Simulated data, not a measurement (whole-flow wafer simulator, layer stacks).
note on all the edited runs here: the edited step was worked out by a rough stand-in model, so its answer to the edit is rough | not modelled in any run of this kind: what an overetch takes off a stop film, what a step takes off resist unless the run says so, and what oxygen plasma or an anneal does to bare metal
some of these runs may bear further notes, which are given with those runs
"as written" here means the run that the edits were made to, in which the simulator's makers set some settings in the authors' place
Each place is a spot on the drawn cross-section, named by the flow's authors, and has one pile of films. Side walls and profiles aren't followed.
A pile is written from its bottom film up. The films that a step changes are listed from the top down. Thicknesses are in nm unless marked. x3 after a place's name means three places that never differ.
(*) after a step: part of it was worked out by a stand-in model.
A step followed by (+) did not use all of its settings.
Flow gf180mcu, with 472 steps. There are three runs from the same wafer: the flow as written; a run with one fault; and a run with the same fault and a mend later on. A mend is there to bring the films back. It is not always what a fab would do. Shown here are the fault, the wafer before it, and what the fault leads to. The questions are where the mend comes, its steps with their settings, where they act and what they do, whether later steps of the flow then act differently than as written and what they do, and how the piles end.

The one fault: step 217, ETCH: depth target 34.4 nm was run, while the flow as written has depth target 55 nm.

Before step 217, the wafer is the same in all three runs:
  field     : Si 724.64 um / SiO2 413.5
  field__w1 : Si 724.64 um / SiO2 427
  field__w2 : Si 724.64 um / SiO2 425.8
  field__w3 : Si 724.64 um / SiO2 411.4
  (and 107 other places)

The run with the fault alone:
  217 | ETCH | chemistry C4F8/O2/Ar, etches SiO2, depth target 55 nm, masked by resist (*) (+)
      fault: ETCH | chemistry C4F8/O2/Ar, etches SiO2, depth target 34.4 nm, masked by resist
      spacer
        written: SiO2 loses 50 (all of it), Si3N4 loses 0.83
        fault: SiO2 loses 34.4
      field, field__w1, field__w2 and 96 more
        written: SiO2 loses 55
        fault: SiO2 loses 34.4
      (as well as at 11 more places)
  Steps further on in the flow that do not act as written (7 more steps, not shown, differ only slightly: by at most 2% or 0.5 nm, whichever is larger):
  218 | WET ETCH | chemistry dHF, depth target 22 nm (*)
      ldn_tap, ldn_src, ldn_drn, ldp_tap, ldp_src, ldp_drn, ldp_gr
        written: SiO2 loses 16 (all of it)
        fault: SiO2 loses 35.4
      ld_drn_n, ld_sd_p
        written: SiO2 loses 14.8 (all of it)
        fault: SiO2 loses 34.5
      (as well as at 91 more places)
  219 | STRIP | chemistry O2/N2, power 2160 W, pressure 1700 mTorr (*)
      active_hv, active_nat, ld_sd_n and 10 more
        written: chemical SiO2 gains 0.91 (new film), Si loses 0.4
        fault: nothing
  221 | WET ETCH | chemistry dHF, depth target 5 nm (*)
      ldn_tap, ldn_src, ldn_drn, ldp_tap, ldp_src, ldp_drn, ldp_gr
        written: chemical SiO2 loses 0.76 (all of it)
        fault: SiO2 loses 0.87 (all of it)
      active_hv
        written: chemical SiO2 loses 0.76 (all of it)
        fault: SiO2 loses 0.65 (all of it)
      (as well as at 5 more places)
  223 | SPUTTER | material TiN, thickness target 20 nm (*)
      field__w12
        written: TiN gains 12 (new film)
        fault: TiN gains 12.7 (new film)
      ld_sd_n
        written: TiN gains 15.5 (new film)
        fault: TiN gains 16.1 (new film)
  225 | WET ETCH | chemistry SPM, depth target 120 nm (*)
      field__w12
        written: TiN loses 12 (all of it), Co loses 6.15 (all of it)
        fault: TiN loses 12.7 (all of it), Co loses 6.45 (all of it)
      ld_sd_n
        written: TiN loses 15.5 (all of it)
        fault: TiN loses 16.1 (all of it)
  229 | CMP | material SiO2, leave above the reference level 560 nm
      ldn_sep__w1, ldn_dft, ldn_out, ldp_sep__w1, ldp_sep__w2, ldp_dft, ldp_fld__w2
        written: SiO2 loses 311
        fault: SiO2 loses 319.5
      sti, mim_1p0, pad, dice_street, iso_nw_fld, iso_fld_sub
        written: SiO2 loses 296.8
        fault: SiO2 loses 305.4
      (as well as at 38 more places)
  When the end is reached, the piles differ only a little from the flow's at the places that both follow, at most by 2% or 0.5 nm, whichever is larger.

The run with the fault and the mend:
  The mend stands after step 217.
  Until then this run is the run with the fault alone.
  217a | ETCH | chemistry C4F8/O2/Ar, etches SiO2, depth target 20.6 nm, masked by resist (*) (+) (a further turn of the flow's step 217, with different settings)
      field, field__w1, field__w2 and 96 more
        SiO2 loses 20.6
      field__w5, field__w9, field__w13 and 8 more
        resist loses 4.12
      spacer
        SiO2 loses 15.6 (all of it), Si3N4 loses 0.83
  None of the later steps of the flow differs from how it acts as written, at any place that is followed, by more than 2% or 0.5 nm, whichever is larger.
  When the end is reached, the piles differ only a little from the flow's at the places that both follow, at most by 2% or 0.5 nm, whichever is larger.
